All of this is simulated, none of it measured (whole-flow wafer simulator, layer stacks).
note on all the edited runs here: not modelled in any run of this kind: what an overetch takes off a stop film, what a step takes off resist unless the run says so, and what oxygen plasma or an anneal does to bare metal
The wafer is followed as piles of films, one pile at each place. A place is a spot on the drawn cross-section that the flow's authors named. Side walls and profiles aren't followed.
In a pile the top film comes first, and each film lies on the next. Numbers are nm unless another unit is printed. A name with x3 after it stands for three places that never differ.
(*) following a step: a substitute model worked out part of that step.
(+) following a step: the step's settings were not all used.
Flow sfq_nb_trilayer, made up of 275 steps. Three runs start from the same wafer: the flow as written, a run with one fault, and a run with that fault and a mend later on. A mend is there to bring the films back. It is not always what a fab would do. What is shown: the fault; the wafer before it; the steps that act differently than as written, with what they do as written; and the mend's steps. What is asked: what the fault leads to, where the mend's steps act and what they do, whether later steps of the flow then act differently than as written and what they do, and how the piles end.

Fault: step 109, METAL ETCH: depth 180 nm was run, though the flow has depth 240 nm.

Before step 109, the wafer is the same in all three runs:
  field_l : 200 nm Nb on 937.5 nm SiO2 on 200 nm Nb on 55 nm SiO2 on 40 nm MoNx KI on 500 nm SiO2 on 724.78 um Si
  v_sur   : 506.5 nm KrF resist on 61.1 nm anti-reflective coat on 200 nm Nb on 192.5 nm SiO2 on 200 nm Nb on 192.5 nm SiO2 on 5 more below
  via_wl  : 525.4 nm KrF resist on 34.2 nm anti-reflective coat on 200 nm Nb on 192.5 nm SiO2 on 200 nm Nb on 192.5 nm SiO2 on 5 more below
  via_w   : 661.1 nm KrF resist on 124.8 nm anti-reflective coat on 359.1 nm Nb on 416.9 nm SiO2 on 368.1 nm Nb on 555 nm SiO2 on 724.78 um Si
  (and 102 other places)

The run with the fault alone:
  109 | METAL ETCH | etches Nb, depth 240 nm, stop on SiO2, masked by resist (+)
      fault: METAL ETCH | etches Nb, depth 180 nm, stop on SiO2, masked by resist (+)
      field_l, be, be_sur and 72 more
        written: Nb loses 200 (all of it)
        fault: Nb loses 180
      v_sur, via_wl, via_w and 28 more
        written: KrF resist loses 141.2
        fault: KrF resist loses 105.9
  Steps further on in the flow that do not act as written:
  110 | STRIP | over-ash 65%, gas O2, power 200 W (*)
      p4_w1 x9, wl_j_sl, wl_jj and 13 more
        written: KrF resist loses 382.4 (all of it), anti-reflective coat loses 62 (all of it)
        fault: KrF resist loses 417.7 (all of it), anti-reflective coat loses 62 (all of it)
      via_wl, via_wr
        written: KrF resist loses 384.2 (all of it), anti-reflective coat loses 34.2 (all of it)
        fault: KrF resist loses 419.5 (all of it), anti-reflective coat loses 34.2 (all of it)
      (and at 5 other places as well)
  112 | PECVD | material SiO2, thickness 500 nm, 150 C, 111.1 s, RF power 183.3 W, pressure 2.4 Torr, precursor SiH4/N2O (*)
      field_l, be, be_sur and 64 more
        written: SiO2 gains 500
        fault: SiO2 gains 500 (new film)
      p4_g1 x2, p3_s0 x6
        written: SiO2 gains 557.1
        fault: SiO2 gains 537.1 (new film)
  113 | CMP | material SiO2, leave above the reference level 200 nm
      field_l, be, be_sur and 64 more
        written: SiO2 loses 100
        fault: SiO2 loses 120
  By the end, the piles at field_l, be, be_sur and 72 more depart from the flow's by more than 2% or 0.5 nm, whichever is larger.
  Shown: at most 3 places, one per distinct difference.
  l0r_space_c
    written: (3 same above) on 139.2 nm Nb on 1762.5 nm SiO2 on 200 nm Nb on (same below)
    fault: (3 same above) on 139.2 nm Nb on 765 nm SiO2 on 20 nm Nb on 977.5 nm SiO2 on 200 nm Nb on (same below)
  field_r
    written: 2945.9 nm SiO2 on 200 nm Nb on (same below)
    fault: 1948.4 nm SiO2 on 20 nm Nb on 977.5 nm SiO2 on 200 nm Nb on (same below)
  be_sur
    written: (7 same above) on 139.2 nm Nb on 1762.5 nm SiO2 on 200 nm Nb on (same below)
    fault: (7 same above) on 139.2 nm Nb on 765 nm SiO2 on 20 nm Nb on 977.5 nm SiO2 on 200 nm Nb on (same below)

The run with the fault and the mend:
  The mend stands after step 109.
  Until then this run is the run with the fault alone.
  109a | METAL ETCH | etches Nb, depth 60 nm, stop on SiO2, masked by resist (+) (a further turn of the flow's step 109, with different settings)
      field_l, be, be_sur and 72 more
        Nb loses 20 (all of it)
      v_sur, via_wl, via_w and 28 more
        KrF resist loses 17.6
  Steps further on in the flow that do not act as written:
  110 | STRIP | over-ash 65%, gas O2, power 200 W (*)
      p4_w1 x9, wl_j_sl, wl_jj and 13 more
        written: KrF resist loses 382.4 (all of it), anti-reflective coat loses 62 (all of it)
        mend: KrF resist loses 400 (all of it), anti-reflective coat loses 62 (all of it)
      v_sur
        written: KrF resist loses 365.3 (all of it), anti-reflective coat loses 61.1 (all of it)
        mend: KrF resist loses 383 (all of it), anti-reflective coat loses 61.1 (all of it)
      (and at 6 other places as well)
  By the end, the piles equal the flow's at every place that both follow.
